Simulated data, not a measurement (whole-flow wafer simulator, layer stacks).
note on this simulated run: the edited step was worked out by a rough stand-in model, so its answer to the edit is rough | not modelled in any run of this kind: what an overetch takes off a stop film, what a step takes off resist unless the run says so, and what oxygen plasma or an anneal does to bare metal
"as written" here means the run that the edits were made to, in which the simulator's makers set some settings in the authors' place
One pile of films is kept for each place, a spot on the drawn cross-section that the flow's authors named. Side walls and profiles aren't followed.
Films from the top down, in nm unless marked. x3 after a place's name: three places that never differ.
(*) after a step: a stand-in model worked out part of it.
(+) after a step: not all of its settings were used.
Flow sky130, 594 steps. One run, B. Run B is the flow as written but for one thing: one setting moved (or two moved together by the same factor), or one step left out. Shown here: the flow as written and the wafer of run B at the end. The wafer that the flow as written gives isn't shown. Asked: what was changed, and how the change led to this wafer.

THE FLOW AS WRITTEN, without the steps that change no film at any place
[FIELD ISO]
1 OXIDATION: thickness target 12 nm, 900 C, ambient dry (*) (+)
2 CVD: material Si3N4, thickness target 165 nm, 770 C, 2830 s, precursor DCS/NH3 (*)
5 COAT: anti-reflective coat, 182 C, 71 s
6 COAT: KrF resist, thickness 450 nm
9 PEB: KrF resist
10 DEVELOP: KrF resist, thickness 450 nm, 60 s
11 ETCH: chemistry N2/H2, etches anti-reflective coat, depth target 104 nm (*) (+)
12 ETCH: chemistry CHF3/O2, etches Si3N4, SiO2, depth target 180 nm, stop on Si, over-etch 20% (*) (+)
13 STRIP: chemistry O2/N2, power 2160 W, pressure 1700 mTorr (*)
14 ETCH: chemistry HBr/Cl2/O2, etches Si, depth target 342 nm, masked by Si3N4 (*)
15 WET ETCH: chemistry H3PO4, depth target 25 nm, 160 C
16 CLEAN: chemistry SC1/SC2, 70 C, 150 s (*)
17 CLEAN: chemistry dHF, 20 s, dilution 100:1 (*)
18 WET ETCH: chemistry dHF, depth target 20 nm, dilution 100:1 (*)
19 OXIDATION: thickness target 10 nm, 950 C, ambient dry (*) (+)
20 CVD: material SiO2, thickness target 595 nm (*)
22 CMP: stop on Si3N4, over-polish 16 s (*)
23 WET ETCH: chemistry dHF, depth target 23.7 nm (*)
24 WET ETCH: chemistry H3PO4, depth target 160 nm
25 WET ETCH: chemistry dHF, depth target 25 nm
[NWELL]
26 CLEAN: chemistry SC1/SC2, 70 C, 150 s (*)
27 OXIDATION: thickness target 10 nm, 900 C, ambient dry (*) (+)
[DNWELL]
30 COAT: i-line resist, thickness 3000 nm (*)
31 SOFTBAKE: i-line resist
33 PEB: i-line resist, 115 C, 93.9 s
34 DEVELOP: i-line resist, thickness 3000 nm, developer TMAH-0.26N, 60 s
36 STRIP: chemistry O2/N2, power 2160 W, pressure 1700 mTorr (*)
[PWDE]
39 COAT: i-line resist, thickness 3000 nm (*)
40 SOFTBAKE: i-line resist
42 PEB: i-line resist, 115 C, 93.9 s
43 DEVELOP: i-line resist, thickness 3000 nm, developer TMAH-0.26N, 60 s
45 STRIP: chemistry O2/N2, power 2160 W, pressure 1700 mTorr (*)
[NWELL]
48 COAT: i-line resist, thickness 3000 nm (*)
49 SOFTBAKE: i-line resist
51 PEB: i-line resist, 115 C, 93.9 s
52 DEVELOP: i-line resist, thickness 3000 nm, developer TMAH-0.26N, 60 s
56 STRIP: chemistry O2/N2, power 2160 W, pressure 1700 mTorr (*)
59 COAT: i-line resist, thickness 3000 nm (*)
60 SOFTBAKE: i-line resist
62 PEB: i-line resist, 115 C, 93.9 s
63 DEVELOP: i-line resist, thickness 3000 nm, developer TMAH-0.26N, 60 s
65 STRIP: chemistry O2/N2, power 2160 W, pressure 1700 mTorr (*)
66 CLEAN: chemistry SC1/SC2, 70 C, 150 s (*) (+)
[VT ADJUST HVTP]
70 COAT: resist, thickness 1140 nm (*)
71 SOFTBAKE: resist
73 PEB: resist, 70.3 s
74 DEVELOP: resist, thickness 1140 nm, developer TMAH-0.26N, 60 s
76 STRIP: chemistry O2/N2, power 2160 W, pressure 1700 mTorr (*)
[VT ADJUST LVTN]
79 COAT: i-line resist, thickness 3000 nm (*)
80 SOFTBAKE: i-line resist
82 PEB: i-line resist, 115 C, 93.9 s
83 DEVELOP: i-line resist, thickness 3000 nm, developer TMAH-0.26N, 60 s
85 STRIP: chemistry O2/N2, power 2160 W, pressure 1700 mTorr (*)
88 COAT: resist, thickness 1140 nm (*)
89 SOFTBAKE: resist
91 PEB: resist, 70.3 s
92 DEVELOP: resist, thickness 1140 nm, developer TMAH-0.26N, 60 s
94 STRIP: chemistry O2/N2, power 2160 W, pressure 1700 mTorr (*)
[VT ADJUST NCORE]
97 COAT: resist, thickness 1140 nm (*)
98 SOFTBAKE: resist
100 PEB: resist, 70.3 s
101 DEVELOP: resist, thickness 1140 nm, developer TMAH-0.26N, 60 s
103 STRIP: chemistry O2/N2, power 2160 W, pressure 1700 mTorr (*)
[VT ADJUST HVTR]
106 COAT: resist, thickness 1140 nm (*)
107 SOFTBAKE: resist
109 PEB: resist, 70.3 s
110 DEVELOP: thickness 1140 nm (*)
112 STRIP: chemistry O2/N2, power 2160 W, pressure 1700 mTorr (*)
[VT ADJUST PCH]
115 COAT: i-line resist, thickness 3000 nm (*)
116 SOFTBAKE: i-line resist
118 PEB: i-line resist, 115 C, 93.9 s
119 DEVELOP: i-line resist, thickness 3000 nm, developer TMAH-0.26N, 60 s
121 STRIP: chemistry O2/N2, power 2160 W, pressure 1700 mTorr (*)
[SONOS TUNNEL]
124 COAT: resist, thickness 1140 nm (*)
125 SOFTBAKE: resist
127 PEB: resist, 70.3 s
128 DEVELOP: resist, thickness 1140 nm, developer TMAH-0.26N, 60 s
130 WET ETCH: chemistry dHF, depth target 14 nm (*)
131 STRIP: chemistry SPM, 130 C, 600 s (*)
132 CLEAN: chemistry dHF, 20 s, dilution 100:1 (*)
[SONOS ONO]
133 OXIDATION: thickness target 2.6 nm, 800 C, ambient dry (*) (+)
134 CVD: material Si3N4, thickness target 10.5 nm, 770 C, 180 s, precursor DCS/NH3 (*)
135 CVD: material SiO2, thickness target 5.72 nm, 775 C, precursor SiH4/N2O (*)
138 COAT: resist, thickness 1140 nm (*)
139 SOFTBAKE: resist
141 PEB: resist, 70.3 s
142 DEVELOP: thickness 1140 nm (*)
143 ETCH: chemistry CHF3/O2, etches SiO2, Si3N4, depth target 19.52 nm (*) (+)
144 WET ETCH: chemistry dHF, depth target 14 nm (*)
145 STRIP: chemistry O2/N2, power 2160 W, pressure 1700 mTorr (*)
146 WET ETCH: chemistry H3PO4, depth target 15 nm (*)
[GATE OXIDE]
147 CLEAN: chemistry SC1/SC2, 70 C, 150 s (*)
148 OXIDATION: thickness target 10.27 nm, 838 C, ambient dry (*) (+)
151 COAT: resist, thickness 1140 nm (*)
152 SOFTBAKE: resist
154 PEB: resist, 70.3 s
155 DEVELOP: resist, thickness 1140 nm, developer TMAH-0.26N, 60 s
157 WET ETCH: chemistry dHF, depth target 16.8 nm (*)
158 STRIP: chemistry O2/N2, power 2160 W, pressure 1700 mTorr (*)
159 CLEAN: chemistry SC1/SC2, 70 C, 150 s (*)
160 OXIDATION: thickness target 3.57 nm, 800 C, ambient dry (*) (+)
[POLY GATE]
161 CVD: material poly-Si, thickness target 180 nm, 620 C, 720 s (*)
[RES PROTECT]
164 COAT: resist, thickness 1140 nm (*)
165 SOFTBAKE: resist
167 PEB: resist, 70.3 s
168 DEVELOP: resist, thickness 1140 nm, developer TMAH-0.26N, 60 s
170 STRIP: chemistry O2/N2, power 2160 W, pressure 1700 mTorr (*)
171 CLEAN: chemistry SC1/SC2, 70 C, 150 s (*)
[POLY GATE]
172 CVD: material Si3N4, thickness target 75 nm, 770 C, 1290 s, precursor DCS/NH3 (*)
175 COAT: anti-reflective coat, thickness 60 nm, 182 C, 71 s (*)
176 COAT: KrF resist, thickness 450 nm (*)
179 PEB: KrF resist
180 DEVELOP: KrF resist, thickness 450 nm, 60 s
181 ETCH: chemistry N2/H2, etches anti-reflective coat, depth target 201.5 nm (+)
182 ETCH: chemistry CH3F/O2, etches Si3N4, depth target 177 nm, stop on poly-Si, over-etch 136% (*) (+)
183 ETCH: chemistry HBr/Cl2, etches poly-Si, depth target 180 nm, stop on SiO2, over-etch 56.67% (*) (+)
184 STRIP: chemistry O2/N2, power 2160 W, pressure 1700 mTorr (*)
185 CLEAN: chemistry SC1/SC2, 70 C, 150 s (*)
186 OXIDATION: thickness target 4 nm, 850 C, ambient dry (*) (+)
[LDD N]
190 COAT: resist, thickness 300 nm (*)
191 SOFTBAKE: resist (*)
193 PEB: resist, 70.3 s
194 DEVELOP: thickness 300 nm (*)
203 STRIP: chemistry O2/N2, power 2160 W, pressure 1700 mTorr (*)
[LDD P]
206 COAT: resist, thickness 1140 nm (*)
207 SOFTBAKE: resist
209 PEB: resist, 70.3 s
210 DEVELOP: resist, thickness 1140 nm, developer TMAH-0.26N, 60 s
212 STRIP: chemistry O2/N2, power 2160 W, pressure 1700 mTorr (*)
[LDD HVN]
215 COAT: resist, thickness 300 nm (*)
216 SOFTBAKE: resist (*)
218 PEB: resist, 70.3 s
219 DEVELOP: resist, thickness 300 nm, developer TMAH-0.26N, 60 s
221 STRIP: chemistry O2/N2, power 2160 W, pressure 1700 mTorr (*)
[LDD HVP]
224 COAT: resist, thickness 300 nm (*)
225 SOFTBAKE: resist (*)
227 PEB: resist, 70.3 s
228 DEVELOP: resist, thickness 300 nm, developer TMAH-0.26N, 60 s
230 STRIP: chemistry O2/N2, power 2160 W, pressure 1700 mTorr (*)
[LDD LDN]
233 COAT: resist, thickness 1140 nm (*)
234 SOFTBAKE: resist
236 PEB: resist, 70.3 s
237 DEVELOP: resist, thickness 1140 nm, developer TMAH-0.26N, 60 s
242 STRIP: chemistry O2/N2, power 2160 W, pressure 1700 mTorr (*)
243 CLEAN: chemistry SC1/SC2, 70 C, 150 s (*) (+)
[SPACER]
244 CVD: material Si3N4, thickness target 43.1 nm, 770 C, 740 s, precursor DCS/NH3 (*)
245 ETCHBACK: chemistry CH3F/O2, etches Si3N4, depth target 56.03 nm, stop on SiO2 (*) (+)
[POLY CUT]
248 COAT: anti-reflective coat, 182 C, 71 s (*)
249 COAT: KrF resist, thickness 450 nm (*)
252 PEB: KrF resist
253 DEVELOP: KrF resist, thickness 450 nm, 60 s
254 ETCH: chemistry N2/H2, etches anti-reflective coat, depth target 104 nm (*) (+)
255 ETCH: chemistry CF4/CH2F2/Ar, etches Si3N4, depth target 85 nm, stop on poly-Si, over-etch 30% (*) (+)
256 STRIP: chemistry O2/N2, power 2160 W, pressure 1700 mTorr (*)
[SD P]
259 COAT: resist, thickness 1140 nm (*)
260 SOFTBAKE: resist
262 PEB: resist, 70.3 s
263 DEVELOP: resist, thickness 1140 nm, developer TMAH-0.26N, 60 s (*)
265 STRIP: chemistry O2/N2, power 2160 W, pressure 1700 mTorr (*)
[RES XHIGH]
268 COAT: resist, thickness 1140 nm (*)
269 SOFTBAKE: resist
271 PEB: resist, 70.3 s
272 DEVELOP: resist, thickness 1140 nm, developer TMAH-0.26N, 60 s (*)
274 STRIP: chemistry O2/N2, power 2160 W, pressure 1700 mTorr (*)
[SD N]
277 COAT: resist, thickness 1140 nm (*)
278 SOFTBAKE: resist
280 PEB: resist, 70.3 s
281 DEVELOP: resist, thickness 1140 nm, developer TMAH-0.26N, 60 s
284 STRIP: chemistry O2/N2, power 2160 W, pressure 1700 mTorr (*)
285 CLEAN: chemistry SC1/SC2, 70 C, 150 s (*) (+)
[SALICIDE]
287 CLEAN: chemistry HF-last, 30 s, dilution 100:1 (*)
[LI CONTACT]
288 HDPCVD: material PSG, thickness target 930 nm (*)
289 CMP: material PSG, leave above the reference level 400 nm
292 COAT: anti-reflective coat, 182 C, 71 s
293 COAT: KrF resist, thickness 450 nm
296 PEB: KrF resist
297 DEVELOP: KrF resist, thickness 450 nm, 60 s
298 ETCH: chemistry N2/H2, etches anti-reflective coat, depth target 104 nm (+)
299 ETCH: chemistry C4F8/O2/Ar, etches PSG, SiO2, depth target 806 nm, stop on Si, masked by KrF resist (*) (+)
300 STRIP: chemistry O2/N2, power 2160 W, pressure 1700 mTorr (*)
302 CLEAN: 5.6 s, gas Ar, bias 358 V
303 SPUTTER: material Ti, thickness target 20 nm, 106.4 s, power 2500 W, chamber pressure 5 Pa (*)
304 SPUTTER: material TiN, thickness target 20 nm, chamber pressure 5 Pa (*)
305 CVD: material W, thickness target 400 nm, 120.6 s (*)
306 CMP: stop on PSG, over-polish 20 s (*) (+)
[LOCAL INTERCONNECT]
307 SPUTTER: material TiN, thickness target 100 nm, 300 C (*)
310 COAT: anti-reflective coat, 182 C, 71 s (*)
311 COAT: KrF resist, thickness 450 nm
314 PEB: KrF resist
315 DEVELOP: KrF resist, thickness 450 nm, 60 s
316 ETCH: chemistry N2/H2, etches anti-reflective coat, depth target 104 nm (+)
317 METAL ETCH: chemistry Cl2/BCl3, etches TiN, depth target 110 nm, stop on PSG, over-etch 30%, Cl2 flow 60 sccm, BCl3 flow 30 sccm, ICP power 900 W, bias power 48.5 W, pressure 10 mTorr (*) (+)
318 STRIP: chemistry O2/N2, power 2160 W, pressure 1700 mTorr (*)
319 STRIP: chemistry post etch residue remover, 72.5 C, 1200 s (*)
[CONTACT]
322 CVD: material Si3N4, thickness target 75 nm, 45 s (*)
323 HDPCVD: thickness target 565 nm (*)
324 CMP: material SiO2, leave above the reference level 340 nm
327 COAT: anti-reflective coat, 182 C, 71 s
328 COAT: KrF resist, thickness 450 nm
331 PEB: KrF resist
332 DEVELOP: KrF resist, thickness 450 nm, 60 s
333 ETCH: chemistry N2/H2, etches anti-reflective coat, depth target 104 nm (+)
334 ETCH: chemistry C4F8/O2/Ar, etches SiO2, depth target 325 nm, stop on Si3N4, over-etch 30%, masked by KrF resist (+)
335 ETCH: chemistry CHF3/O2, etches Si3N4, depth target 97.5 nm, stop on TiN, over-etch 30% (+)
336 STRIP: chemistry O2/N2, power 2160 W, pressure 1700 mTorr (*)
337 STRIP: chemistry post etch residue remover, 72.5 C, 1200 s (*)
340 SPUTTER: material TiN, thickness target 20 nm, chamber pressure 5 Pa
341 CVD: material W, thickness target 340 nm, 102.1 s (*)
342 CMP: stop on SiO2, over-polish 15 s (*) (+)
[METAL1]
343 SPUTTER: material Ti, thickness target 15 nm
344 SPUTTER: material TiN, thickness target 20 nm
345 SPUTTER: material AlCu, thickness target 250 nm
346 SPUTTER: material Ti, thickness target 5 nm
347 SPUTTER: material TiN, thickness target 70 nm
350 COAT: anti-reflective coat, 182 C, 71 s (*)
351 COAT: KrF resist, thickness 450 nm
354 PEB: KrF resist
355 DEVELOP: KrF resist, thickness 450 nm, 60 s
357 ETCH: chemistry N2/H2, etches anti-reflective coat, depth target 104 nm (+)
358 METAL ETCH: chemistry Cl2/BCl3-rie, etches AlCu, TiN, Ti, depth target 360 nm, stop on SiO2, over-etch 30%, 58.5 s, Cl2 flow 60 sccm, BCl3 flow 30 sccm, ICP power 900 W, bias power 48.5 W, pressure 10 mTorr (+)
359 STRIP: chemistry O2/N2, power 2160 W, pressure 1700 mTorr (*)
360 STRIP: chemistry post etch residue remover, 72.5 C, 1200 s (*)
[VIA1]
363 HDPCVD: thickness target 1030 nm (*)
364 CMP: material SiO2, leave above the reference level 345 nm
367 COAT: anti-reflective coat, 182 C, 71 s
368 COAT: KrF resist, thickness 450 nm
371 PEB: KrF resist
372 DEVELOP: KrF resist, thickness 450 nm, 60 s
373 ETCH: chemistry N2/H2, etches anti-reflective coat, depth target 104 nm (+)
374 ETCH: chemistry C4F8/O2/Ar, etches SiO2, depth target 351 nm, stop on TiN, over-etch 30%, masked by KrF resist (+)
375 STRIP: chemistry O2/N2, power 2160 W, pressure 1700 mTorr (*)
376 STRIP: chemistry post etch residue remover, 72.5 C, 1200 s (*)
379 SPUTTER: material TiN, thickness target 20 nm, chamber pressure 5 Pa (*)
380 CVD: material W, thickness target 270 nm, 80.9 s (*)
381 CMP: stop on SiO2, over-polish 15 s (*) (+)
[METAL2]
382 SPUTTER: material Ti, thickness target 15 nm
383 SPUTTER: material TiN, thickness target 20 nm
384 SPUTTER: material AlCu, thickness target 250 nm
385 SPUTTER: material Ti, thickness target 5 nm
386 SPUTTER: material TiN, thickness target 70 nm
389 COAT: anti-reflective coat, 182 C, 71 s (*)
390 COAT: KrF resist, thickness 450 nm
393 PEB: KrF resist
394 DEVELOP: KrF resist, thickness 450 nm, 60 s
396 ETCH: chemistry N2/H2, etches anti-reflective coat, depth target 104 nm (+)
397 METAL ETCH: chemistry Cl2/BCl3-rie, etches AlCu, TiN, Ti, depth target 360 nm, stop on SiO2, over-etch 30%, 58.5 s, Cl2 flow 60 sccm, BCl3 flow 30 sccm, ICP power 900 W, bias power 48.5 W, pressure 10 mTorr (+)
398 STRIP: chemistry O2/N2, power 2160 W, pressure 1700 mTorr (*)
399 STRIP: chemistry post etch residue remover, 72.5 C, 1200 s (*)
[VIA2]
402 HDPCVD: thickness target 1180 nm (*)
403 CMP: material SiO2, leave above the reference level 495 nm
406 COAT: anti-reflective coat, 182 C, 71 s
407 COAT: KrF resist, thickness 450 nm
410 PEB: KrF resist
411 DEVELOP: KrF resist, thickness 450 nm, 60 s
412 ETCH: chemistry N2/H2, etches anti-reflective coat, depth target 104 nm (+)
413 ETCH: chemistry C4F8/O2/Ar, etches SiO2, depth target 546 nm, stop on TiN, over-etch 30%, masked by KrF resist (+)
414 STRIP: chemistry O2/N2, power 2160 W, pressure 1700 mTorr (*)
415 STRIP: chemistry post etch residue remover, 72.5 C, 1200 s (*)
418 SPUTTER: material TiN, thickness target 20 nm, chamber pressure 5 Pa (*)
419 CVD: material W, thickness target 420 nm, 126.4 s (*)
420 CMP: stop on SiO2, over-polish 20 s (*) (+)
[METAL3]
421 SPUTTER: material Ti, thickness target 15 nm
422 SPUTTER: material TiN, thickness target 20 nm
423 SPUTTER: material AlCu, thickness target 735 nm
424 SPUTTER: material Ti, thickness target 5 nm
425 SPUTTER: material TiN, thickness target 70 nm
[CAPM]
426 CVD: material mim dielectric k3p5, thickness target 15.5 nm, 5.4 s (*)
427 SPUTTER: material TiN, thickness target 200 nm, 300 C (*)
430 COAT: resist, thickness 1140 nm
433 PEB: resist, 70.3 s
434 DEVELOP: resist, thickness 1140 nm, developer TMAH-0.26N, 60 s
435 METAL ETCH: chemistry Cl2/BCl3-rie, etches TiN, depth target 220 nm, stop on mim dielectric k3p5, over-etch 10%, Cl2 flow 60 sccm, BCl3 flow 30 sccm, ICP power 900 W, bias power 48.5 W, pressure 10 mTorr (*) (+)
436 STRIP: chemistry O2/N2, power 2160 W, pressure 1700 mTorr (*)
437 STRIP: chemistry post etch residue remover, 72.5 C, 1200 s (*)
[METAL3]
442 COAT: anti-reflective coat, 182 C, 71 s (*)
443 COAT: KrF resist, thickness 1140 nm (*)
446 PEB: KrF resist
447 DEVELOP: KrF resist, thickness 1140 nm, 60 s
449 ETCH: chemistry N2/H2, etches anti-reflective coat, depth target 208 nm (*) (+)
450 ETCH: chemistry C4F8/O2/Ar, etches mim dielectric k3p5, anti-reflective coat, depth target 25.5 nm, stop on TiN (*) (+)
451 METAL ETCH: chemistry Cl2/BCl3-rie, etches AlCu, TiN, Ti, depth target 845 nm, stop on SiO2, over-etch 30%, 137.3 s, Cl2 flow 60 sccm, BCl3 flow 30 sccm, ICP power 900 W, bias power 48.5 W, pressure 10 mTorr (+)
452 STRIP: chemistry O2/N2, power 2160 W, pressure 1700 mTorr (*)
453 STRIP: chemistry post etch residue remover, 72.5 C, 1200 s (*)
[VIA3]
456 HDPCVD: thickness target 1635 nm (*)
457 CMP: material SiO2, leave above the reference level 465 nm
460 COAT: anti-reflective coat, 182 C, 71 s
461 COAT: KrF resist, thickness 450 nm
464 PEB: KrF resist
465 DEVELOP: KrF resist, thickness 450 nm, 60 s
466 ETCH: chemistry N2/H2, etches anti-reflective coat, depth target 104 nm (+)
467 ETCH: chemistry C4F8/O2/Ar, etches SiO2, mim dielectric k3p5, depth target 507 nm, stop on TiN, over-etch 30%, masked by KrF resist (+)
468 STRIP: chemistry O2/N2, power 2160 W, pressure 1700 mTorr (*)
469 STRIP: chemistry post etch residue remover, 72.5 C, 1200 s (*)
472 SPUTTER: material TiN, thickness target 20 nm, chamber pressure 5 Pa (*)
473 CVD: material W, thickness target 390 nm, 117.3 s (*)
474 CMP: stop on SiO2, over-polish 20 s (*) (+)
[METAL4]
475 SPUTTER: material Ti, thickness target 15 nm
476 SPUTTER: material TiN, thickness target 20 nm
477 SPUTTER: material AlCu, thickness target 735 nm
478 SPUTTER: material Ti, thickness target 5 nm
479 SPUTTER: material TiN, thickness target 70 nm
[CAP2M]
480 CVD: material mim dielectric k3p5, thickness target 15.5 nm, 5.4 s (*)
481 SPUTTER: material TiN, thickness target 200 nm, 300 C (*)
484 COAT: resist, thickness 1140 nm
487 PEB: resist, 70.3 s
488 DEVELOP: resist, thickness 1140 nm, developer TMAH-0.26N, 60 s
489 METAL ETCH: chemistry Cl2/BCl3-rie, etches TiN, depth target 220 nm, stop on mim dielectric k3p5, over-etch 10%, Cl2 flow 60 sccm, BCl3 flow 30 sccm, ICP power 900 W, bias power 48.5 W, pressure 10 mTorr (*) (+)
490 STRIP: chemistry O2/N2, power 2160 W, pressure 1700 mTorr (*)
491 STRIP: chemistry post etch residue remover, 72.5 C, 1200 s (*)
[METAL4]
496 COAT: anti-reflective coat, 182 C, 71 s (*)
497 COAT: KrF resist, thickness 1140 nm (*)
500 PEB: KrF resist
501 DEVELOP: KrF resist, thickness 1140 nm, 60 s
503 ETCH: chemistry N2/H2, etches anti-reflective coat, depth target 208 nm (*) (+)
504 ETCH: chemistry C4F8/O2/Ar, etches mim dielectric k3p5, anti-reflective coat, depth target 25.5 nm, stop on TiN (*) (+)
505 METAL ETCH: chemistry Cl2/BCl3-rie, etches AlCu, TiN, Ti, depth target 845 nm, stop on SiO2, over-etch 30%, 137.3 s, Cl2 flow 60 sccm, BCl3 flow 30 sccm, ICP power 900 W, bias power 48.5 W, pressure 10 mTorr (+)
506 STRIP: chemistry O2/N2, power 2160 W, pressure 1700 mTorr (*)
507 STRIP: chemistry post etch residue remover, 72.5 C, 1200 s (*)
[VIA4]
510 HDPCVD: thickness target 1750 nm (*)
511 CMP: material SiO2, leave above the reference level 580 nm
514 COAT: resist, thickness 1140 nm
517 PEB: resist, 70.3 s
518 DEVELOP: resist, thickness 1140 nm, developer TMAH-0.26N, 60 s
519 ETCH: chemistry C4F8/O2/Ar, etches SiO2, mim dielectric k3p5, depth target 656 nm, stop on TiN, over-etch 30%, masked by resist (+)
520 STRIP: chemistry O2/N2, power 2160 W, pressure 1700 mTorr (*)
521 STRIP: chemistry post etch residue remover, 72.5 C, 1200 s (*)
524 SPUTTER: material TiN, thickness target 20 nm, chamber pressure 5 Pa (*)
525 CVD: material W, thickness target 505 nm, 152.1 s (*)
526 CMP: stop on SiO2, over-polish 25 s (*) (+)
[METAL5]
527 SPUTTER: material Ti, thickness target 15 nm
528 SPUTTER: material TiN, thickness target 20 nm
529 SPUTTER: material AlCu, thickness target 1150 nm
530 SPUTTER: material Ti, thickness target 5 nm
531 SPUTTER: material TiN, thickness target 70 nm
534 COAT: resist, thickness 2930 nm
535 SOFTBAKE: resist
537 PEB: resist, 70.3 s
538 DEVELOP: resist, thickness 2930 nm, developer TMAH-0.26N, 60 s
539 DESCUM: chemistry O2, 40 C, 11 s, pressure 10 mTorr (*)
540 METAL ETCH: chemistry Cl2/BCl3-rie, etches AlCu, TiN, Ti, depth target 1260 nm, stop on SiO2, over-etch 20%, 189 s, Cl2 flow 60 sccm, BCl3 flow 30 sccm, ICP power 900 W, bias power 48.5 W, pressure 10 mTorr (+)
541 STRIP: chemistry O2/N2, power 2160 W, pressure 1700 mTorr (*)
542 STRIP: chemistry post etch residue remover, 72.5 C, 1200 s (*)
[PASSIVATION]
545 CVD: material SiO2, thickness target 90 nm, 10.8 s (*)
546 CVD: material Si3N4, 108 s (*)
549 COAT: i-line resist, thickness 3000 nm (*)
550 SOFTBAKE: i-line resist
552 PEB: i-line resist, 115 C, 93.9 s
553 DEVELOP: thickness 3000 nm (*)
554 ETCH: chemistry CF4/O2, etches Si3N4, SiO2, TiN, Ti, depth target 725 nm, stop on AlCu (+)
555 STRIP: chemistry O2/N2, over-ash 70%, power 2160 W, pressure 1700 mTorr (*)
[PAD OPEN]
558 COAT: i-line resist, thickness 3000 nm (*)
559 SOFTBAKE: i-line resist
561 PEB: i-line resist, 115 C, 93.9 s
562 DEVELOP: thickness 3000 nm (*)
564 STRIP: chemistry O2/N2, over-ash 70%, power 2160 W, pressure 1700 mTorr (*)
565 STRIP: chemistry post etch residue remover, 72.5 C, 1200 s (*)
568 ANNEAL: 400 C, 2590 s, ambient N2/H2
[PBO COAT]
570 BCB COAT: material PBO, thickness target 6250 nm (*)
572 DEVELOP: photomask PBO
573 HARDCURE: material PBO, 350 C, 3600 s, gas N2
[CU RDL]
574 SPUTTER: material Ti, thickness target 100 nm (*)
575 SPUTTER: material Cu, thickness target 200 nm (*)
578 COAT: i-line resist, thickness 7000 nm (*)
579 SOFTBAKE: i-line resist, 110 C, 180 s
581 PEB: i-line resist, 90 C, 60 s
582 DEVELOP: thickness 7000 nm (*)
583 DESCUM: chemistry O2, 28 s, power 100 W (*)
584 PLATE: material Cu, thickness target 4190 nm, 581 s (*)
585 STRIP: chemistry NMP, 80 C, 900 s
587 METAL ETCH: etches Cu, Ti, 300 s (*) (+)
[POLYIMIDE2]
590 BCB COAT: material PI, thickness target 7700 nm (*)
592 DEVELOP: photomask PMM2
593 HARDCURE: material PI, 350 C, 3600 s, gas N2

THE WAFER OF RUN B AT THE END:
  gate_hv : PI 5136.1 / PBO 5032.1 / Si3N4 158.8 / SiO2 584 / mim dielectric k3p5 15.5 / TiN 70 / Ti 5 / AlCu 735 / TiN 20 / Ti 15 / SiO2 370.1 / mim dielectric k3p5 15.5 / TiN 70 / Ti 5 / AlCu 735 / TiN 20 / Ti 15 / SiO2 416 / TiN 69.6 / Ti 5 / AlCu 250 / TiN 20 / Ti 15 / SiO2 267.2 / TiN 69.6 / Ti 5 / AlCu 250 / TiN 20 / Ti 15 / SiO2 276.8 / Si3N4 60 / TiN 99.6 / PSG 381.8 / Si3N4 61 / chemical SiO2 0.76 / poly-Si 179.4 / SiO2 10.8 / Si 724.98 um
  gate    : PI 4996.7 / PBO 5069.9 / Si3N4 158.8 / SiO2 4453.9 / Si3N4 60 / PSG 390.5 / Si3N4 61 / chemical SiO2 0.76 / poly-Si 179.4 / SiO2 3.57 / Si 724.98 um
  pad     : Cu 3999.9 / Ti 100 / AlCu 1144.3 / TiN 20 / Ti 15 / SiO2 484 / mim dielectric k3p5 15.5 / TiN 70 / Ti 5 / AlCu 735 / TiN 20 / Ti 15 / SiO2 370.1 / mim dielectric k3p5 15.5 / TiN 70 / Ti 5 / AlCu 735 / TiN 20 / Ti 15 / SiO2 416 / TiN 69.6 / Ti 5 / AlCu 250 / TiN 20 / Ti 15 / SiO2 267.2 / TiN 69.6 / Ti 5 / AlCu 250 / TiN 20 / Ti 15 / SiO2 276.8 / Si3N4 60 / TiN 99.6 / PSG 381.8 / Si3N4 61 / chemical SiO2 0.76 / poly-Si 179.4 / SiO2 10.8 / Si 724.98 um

The cause: step 322, CVD: thickness target 60 nm was run, where the flow has thickness target 75 nm; step 322, CVD: 36 s was run, where the flow has 45 s.
It can be read off the wafer: gate_hv has Si3N4 60, and step 322 as written asks for 75 nm.

How the change led to this, step by step:
  322 CVD: material Si3N4, thickness target 75 nm, 45 s (*)
      field, active, n_well and 188 more: Si3N4 +60 (new film) (as written it would be: Si3N4 +75 (new film))
  324 CMP: material SiO2, leave above the reference level 340 nm
      n_well, p_well, gate_hv and 93 more: SiO2 -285 (as written it would be: SiO2 -300)
      field, active, gate and 88 more: SiO2 -185.4 (as written it would be: SiO2 -200.4)
      (and at 4 more places)
  334 ETCH: chemistry C4F8/O2/Ar, etches SiO2, depth target 325 nm, stop on Si3N4, over-etch 30%, masked by KrF resist (+)
      poly_licon, ndiff_licon, ndiff_licon_cpp, rpo_hd_licon: SiO2 -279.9 (all of it) (as written it would be: SiO2 -264.9 (all of it))
  335 ETCH: chemistry CHF3/O2, etches Si3N4, depth target 97.5 nm, stop on TiN, over-etch 30% (+)
      field, active, n_well and 184 more: KrF resist -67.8 (as written it would be: KrF resist -84.8)
      poly_licon, ndiff_licon, ndiff_licon_cpp, rpo_hd_licon: Si3N4 -60 (all of it) (as written it would be: Si3N4 -75 (all of it))
  336 STRIP: chemistry O2/N2, power 2160 W, pressure 1700 mTorr (*)
      field, active, n_well and 184 more: KrF resist -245 (all of it), anti-reflective coat -80 (all of it) (as written it would be: KrF resist -228 (all of it), anti-reflective coat -80 (all of it))
